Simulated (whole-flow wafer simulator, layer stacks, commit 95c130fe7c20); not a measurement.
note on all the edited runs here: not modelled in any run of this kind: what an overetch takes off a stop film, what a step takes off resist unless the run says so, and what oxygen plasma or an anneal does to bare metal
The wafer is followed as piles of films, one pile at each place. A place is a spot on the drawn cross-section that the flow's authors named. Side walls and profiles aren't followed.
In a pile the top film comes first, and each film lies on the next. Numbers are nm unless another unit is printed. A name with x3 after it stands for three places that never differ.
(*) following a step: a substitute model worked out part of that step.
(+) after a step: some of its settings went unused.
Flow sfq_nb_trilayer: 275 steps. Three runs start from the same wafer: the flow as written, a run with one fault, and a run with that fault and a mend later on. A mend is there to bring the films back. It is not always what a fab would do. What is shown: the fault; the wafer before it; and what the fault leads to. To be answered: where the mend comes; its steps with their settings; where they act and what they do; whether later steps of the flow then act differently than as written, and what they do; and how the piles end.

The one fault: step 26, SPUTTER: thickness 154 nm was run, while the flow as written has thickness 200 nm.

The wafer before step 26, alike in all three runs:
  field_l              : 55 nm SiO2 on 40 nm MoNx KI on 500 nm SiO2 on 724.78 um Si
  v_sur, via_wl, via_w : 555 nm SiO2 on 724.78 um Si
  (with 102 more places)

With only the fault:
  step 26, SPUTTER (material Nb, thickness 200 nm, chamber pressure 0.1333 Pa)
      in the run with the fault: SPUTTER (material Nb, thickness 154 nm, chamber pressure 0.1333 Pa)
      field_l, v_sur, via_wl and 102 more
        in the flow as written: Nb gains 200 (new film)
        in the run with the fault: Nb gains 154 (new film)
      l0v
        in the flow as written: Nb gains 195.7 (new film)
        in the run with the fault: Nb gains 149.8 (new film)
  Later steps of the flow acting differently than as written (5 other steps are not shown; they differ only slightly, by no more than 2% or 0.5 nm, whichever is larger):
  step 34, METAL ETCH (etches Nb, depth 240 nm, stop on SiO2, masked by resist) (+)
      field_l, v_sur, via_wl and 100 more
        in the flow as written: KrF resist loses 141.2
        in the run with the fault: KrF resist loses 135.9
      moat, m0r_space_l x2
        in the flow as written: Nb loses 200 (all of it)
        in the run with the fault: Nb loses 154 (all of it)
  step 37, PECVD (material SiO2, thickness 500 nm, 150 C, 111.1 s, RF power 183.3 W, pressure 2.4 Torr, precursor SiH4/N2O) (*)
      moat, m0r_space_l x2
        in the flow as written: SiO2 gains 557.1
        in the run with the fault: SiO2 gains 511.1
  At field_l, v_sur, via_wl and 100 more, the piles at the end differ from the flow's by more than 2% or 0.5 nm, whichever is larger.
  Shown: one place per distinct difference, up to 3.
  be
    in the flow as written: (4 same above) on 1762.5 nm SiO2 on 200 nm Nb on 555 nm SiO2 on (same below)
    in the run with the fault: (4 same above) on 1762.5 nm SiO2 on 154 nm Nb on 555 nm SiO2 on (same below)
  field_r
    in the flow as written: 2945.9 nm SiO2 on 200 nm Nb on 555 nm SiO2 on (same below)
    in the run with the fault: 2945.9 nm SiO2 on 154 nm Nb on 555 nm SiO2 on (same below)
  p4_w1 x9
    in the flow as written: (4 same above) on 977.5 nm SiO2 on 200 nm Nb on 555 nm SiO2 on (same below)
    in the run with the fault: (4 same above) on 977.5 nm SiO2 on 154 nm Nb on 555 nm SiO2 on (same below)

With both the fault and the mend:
  The mend follows step 32.
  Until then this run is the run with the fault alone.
  step 32a, STRIP (over-ash 65%, gas O2, power 200 W) (*)
      p4_fl x3, p4_w1 x9, p4_g1 x2 and 57 more
        KrF resist loses 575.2 (all of it), anti-reflective coat loses 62 (all of it)
      jj_sur, ce_l, c5j, ce_r, res, r_end
        KrF resist loses 581.9 (all of it), anti-reflective coat loses 63.6 (all of it)
      sp_r, be_r, r_sur
        KrF resist loses 581.8 (all of it), anti-reflective coat loses 63.6 (all of it)
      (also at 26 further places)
  step 32b, SPUTTER (material Nb, thickness 46 nm, chamber pressure 0.1333 Pa) (the flow's step 26 again, with other settings)
      field_l, via_wl, via_w and 100 more
        Nb gains 46
      v_sur
        Nb gains 44.4
      lsp_r
        Nb gains 45.2
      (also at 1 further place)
  step 32c, COAT (anti-reflective coat, thickness 62 nm) (*) (the flow's step 27 again)
      p4_fl x3, p4_w1 x9, p4_g1 x2 and 59 more
        anti-reflective coat gains 62 (new film)
      gap, jj_sur, ce_l and 8 more
        anti-reflective coat gains 63.6 (new film)
      be, be_sur, field_r, lsp_l, ln_m6
        anti-reflective coat gains 63.7 (new film)
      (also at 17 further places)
  step 32d, COAT (KrF resist, thickness 600 nm) (*) (the flow's step 28 again)
      p4_fl x3, p4_w1 x9, p4_g1 x2 and 59 more
        KrF resist gains 600 (new film)
      c5j, ce_r, sp_r, be_r, r_sur, res
        KrF resist gains 606.6 (new film)
      be_sur, gap, moat, field_r
        KrF resist gains 606.8 (new film)
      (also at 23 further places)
  step 32e, SOFTBAKE (KrF resist) (the flow's step 29 again)
      leaves every film unchanged at each place that is followed
  step 32f, EXPOSE (photomask M0, dose 12.2 mJ/cm2, NA 0.6, wavelength 248 nm) (*) (the flow's step 30 again)
      leaves every film unchanged at each place that is followed
  step 32g, PEB (KrF resist, 90 s) (the flow's step 31 again)
      p4_fl x3, p4_w1 x9, p4_g1 x2 and 62 more
        KrF resist loses 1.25
      v_sur, via_wr, via_sp and 21 more
        KrF resist loses 1.27
      field_l, l0_sur
        KrF resist loses 1.23
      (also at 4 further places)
  step 32h, DEVELOP (KrF resist, thickness 600 nm, 60 s) (the flow's step 32 again)
      field_l, v_sur, via_wl and 100 more
        KrF resist loses 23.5
      m0r_space_l x2
        KrF resist loses 598.7 (all of it)
      moat
        KrF resist loses 605.5 (all of it)
  Later steps of the flow that are run all act as written at every place that is followed, up to a difference of at most 2% or 0.5 nm, whichever is larger.
  When the end is reached, the piles differ only a little from the flow's at the places that both follow, at most by 2% or 0.5 nm, whichever is larger.
